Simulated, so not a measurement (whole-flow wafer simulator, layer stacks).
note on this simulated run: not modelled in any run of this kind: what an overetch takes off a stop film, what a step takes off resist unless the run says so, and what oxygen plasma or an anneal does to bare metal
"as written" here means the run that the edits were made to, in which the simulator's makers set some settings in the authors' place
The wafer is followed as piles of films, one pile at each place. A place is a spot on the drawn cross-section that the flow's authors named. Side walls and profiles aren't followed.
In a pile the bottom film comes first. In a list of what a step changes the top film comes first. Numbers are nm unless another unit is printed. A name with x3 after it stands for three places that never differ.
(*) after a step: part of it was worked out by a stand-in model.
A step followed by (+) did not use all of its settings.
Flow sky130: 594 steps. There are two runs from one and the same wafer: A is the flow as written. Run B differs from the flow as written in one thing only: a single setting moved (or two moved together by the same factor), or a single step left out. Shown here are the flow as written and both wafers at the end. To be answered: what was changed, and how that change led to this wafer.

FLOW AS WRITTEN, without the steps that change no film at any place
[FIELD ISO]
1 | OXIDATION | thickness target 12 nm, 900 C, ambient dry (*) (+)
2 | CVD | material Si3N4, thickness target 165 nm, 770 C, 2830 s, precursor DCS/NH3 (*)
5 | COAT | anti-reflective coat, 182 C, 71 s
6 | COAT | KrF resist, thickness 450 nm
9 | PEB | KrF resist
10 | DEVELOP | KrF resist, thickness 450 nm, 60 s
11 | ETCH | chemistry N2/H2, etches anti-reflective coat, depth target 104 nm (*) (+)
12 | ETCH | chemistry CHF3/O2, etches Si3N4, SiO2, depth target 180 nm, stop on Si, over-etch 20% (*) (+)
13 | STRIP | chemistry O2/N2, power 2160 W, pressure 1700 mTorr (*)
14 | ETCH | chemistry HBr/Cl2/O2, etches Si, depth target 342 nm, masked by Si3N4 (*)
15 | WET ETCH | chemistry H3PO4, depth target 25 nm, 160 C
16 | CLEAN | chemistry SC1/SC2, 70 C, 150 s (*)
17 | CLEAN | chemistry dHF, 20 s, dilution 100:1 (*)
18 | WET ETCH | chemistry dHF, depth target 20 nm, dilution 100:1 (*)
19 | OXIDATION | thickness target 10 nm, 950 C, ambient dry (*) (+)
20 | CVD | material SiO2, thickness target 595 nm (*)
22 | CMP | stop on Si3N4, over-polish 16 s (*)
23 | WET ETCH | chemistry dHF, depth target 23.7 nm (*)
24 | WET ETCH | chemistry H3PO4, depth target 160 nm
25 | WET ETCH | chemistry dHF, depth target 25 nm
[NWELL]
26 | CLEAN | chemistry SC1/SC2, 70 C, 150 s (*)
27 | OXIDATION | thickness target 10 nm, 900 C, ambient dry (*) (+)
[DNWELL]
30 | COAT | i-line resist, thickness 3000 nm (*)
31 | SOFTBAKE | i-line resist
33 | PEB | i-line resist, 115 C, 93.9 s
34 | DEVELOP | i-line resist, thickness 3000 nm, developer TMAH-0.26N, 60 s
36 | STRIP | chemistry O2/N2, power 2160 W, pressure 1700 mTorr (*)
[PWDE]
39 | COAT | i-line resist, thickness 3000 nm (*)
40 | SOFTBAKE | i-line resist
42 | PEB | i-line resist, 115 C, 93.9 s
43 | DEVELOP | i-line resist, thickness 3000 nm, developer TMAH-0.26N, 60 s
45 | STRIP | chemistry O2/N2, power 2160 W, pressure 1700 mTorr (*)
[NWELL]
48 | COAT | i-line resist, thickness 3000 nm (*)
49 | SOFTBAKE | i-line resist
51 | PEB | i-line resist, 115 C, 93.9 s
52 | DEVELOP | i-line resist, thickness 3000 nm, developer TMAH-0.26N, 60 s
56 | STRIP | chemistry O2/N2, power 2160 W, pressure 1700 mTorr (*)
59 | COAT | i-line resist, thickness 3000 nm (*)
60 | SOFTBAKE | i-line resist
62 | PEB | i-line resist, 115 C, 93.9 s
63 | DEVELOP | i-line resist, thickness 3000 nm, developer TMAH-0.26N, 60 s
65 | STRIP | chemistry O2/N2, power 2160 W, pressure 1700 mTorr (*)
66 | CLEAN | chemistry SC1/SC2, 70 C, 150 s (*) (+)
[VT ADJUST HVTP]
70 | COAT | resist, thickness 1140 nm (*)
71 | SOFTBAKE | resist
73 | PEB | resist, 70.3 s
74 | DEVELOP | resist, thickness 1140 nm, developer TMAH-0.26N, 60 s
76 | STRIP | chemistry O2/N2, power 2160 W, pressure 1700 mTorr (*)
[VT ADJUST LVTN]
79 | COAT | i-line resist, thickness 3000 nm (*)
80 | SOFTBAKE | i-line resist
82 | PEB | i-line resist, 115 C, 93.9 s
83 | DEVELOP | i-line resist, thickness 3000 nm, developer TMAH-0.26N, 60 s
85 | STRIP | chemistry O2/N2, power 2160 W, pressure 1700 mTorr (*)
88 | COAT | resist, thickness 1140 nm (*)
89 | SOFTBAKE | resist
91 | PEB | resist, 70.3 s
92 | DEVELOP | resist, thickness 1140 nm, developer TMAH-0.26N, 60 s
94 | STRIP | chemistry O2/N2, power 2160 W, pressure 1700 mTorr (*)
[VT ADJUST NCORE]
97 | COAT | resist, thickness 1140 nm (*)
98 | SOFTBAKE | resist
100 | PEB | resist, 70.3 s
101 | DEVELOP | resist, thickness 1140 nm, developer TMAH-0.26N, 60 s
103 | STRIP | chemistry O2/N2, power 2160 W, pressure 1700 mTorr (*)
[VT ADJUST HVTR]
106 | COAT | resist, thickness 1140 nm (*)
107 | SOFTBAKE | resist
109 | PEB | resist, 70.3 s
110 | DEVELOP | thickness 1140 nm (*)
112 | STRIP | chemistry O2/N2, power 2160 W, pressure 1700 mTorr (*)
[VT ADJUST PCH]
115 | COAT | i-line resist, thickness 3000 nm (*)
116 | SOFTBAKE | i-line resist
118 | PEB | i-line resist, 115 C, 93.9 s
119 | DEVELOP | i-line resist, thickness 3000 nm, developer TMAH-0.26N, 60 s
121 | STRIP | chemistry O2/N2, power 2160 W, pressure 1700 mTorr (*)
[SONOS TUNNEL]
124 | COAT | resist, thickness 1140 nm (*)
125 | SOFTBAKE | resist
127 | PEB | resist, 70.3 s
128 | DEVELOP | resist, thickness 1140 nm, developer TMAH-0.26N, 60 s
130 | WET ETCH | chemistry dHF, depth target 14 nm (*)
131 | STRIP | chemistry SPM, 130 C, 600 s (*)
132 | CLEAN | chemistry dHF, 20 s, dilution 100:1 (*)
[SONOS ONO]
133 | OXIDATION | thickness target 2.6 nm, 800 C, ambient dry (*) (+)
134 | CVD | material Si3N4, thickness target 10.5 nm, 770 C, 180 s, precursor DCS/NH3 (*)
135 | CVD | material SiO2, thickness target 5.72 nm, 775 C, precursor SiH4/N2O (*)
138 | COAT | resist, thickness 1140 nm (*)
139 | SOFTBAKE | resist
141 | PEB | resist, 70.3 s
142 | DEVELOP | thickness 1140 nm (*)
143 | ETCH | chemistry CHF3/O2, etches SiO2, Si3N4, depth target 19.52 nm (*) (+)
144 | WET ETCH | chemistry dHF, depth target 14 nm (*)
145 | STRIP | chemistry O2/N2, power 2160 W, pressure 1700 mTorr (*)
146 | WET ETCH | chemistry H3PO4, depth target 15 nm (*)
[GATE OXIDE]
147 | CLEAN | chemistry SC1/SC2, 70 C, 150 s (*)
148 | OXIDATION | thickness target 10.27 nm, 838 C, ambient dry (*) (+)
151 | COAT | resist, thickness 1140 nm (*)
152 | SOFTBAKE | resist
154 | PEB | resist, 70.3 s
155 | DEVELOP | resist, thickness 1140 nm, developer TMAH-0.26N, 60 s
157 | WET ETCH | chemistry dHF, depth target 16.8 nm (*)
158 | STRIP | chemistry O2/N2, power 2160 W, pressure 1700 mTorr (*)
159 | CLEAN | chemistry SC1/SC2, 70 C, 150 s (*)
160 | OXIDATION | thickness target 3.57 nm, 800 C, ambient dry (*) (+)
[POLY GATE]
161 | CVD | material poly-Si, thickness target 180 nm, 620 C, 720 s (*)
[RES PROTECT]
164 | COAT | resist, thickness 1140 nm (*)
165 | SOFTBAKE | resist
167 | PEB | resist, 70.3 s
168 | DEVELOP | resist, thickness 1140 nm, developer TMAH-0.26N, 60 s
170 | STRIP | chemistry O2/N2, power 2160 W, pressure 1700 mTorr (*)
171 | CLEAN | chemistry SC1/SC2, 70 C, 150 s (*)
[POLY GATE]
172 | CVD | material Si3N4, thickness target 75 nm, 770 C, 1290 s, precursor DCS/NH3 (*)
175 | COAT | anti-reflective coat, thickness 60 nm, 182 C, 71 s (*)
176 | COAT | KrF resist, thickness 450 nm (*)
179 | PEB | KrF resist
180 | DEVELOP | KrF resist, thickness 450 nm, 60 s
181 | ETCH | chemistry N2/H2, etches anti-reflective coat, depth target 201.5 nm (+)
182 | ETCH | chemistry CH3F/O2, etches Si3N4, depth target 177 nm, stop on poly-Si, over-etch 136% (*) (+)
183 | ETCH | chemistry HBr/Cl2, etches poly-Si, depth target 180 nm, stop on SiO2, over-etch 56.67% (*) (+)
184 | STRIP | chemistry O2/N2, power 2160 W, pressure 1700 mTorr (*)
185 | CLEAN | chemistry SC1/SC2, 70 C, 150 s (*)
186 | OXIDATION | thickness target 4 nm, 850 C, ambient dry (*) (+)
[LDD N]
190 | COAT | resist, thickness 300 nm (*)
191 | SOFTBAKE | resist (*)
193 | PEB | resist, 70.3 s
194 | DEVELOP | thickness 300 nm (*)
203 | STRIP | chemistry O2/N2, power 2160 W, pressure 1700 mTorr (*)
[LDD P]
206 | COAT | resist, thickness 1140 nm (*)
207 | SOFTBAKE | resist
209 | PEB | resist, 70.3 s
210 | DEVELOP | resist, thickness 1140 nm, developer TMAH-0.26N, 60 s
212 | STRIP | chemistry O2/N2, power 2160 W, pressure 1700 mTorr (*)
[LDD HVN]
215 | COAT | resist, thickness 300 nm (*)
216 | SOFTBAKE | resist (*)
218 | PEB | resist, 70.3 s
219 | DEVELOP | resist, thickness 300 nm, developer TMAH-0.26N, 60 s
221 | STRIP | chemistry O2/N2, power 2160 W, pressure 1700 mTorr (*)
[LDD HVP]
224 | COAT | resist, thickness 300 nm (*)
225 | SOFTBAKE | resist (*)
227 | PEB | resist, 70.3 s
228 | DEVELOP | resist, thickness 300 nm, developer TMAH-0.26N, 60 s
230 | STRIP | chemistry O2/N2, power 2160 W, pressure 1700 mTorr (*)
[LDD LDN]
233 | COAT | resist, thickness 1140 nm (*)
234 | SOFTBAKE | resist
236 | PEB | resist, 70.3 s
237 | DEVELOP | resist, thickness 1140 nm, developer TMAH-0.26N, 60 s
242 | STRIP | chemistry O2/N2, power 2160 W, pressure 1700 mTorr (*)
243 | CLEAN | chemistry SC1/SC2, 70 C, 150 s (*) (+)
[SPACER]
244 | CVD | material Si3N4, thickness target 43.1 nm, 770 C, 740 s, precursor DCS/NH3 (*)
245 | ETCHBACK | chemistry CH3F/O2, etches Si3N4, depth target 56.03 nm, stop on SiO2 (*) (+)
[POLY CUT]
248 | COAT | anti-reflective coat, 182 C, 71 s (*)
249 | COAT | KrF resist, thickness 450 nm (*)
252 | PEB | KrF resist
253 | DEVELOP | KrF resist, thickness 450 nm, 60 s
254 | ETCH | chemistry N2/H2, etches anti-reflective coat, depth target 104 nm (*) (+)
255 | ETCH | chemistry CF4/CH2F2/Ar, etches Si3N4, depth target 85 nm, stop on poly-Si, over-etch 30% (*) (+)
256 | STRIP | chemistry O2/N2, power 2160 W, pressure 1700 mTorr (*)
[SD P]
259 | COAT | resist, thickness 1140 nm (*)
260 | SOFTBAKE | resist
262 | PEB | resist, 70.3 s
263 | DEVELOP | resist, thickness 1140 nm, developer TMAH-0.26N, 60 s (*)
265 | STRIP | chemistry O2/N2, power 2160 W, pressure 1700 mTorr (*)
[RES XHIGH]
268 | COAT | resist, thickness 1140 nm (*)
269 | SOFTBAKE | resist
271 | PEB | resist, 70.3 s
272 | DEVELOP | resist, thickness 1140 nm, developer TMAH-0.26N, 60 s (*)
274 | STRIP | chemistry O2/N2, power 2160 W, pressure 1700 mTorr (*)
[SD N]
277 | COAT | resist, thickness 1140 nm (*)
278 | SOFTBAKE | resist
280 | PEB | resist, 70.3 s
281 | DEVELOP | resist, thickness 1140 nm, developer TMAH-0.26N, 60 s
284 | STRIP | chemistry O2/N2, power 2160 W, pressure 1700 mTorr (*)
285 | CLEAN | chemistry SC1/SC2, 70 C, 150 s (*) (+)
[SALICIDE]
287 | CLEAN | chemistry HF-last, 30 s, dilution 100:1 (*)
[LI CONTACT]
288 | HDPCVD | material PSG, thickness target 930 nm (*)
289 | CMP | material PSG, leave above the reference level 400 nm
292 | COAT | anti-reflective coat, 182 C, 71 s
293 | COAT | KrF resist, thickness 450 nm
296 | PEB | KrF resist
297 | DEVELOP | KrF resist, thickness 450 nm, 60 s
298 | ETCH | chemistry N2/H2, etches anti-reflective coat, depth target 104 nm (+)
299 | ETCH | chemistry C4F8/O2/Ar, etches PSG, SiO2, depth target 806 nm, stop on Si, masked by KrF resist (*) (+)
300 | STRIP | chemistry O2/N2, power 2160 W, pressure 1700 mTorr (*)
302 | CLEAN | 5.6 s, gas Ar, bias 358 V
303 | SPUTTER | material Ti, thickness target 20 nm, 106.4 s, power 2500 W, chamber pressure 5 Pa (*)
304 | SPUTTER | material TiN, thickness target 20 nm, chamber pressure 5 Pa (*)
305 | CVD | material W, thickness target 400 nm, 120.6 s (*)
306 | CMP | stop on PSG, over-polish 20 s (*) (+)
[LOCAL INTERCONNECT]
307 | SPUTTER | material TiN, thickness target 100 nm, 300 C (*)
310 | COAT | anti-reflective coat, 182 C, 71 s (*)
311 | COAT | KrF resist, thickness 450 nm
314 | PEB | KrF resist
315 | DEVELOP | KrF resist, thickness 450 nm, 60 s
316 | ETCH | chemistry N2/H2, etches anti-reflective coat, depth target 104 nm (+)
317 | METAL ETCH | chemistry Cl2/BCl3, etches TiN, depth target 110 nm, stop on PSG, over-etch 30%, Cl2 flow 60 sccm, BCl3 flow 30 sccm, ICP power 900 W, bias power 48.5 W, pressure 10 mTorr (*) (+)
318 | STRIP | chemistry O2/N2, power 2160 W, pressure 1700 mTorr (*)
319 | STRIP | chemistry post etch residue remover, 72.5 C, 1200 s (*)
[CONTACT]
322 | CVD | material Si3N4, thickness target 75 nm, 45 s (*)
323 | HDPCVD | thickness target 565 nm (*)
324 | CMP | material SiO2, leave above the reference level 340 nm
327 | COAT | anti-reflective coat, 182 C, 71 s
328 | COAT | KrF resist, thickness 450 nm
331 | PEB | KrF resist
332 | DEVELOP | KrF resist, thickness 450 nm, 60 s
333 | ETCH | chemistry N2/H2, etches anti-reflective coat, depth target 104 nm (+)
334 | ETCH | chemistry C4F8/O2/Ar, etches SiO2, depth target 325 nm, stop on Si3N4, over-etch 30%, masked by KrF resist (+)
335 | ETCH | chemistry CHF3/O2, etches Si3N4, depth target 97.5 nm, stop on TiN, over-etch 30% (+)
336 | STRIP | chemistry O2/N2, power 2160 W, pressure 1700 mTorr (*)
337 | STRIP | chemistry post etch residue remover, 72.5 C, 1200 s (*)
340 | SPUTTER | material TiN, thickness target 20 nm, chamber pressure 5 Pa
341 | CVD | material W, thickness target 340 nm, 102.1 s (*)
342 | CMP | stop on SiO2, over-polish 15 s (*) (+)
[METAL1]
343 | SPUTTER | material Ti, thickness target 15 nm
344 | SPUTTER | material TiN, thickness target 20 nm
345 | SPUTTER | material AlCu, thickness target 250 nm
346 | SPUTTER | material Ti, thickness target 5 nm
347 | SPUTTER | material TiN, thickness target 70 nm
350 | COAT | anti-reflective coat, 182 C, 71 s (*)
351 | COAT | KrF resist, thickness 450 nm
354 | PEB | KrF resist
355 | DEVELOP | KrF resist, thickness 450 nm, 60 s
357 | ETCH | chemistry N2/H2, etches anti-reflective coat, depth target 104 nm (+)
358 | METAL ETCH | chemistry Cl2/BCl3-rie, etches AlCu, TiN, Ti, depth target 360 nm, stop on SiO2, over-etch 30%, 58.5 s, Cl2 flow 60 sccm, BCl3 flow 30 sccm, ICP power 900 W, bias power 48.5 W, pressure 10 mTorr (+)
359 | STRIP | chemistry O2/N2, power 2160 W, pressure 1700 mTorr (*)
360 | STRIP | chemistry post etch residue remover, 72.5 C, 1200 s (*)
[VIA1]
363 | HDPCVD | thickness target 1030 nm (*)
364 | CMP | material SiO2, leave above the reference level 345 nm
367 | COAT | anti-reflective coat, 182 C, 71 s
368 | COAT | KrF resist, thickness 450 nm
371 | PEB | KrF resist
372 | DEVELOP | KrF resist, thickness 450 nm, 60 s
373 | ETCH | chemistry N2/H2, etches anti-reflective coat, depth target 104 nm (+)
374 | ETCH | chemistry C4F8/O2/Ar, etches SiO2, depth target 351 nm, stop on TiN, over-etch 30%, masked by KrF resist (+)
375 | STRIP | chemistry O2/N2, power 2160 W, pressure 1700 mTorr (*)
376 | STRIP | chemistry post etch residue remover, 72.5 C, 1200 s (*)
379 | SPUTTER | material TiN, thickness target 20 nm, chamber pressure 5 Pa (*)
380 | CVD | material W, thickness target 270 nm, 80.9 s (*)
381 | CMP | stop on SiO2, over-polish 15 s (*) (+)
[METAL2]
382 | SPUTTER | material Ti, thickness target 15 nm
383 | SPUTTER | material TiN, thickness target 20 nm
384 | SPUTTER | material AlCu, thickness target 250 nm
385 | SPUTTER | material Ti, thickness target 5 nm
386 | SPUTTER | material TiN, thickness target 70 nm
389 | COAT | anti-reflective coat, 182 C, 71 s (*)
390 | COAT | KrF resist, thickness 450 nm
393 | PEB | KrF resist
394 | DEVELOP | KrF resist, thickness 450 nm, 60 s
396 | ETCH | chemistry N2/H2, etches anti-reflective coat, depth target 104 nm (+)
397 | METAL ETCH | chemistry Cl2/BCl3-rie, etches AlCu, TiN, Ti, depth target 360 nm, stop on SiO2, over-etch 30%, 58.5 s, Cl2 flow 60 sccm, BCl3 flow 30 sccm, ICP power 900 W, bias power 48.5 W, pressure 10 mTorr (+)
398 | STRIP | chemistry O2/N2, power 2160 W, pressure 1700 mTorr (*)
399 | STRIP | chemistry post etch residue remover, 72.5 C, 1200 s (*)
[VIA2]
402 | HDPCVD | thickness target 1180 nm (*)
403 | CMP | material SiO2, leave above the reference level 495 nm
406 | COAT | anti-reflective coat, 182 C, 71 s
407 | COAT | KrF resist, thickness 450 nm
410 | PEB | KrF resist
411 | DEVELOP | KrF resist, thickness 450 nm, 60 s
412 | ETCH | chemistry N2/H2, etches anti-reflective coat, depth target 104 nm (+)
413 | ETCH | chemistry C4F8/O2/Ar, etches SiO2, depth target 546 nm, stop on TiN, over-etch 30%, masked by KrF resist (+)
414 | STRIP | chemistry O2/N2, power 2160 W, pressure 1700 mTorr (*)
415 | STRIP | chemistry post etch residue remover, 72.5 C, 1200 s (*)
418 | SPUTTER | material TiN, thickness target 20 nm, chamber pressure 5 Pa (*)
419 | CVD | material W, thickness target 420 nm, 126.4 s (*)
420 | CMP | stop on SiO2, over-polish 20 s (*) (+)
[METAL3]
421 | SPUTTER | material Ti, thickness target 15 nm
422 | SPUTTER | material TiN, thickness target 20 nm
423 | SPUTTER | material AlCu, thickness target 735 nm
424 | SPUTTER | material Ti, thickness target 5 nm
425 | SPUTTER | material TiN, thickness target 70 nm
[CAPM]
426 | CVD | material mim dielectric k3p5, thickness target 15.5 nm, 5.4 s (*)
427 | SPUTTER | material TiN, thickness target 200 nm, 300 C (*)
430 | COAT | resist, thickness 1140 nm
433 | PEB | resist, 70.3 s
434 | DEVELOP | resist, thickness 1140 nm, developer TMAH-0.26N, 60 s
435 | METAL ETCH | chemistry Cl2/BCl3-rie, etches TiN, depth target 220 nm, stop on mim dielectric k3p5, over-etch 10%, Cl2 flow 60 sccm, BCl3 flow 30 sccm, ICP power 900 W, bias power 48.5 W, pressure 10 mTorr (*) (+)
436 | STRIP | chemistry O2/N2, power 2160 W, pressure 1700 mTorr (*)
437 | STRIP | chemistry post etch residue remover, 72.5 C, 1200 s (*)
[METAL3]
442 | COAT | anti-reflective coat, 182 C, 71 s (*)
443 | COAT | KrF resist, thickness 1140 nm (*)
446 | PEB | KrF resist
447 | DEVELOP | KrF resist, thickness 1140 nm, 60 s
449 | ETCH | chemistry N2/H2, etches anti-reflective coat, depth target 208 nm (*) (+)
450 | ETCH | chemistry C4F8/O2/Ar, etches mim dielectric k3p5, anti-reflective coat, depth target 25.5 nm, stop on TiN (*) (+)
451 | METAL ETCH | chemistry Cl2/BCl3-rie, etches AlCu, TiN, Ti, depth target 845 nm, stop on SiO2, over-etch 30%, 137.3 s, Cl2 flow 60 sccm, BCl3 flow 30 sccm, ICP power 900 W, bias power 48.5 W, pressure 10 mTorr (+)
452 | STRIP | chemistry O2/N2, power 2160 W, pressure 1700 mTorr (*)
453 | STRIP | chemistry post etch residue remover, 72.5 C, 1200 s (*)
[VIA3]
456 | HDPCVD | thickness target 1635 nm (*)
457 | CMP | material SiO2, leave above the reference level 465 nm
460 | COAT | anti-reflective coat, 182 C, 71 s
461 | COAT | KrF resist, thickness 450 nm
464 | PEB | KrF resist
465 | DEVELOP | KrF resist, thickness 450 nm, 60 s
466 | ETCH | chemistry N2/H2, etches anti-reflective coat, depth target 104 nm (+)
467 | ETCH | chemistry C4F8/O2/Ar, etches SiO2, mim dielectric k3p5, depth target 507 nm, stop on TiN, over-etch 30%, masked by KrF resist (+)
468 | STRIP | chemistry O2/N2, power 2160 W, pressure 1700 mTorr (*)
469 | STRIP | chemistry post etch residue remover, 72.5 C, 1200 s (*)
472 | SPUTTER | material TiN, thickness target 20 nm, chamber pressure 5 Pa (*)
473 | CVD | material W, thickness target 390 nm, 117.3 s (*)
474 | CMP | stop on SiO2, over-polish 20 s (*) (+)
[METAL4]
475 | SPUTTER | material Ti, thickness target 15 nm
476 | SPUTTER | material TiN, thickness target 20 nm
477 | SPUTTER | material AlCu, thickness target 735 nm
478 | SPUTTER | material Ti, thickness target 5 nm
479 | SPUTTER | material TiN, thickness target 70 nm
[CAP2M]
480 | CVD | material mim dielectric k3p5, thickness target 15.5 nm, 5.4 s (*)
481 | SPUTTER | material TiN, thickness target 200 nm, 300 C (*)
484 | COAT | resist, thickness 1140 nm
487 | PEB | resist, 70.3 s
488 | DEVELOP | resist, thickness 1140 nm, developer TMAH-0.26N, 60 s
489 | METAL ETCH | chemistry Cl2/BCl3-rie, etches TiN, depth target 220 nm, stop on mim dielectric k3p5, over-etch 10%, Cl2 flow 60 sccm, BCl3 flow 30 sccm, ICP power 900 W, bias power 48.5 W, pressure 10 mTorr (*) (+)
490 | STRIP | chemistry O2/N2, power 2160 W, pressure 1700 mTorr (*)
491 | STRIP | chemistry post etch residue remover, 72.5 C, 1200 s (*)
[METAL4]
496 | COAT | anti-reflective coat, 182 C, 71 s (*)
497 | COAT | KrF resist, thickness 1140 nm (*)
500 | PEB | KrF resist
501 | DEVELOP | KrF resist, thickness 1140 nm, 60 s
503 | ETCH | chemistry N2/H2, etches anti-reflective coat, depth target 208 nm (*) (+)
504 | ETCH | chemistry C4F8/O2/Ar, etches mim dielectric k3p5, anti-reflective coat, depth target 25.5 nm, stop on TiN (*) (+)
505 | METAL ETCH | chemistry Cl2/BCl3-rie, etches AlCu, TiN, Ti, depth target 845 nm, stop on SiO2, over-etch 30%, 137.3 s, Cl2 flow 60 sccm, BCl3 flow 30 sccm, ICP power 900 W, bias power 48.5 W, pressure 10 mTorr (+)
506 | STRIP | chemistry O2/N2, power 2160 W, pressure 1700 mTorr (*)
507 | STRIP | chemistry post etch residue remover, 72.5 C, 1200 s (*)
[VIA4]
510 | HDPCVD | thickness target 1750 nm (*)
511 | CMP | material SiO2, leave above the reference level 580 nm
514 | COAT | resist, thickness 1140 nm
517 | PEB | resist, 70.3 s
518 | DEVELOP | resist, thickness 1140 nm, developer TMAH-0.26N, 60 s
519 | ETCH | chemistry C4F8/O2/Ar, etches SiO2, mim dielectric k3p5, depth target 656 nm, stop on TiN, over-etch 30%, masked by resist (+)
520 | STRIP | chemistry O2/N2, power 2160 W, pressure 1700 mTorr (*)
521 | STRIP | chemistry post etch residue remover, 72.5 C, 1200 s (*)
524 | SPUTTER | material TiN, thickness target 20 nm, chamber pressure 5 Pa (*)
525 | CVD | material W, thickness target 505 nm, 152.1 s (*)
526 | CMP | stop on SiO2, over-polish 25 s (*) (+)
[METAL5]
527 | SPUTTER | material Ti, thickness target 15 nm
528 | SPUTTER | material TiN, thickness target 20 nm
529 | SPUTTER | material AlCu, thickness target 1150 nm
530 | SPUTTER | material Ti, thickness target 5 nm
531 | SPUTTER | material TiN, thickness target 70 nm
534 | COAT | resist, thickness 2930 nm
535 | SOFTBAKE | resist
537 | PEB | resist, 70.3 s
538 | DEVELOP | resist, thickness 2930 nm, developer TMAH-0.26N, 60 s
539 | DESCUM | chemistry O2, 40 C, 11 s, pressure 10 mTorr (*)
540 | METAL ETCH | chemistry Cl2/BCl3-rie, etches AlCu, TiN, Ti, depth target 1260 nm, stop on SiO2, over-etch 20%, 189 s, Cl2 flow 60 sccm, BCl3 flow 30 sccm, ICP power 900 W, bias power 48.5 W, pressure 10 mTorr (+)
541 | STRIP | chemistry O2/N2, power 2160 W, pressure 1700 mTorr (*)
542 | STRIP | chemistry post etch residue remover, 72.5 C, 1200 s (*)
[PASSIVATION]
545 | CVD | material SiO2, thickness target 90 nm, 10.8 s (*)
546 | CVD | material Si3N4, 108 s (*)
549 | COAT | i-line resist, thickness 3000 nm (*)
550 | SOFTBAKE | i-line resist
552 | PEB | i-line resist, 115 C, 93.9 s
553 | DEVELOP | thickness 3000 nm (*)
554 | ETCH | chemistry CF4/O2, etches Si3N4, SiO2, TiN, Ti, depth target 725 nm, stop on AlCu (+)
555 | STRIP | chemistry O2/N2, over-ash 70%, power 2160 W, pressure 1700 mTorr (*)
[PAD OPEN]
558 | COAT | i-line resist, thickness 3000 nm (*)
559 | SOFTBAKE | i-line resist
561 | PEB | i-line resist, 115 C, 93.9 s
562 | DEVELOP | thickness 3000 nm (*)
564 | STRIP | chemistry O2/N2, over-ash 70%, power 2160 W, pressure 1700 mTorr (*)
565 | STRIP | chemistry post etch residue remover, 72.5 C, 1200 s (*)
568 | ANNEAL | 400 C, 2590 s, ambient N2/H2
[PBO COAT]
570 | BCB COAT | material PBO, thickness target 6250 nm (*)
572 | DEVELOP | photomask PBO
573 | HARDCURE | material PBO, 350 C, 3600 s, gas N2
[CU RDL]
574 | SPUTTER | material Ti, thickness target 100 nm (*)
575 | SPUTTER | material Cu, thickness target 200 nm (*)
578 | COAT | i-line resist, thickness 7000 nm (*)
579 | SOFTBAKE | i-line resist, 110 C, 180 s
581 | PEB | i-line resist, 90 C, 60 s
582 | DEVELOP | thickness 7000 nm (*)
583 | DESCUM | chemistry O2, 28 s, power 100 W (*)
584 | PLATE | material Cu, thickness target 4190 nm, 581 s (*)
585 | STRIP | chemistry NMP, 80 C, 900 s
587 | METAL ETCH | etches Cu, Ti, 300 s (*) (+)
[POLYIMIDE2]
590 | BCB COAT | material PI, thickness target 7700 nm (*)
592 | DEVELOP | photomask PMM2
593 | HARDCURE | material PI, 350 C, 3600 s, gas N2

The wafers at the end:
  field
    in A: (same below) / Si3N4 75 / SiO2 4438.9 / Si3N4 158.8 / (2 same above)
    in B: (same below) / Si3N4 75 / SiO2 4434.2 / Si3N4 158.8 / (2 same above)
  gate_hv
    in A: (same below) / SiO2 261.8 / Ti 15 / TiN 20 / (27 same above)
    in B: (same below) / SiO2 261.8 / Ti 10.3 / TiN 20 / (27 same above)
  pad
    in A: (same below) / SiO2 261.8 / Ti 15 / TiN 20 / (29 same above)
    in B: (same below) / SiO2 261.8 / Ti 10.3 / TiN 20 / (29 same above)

Cause: step 343, SPUTTER: thickness target 10.3 nm was run, though the flow has thickness target 15 nm.
One can read it off the wafer: gate_hv has Ti 10.3, and step 343 as written asks for 15 nm.

The path from the change to this, step by step:
  343 | SPUTTER | material Ti, thickness target 15 nm
      field, active, n_well and 188 more: A +15 Ti (new film) | B +10.3 Ti (new film)
  358 | METAL ETCH | chemistry Cl2/BCl3-rie, etches AlCu, TiN, Ti, depth target 360 nm, stop on SiO2, over-etch 30%, 58.5 s, Cl2 flow 60 sccm, BCl3 flow 30 sccm, ICP power 900 W, bias power 48.5 W, pressure 10 mTorr (+)
      field, active, gate and 81 more: A -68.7 TiN (all of it), -5 Ti (all of it), -250 AlCu (all of it), -20 TiN (all of it), -15 Ti (all of it), -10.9 SiO2 | B -68.7 TiN (all of it), -5 Ti (all of it), -250 AlCu (all of it), -20 TiN (all of it), -10.3 Ti (all of it), -11.4 SiO2
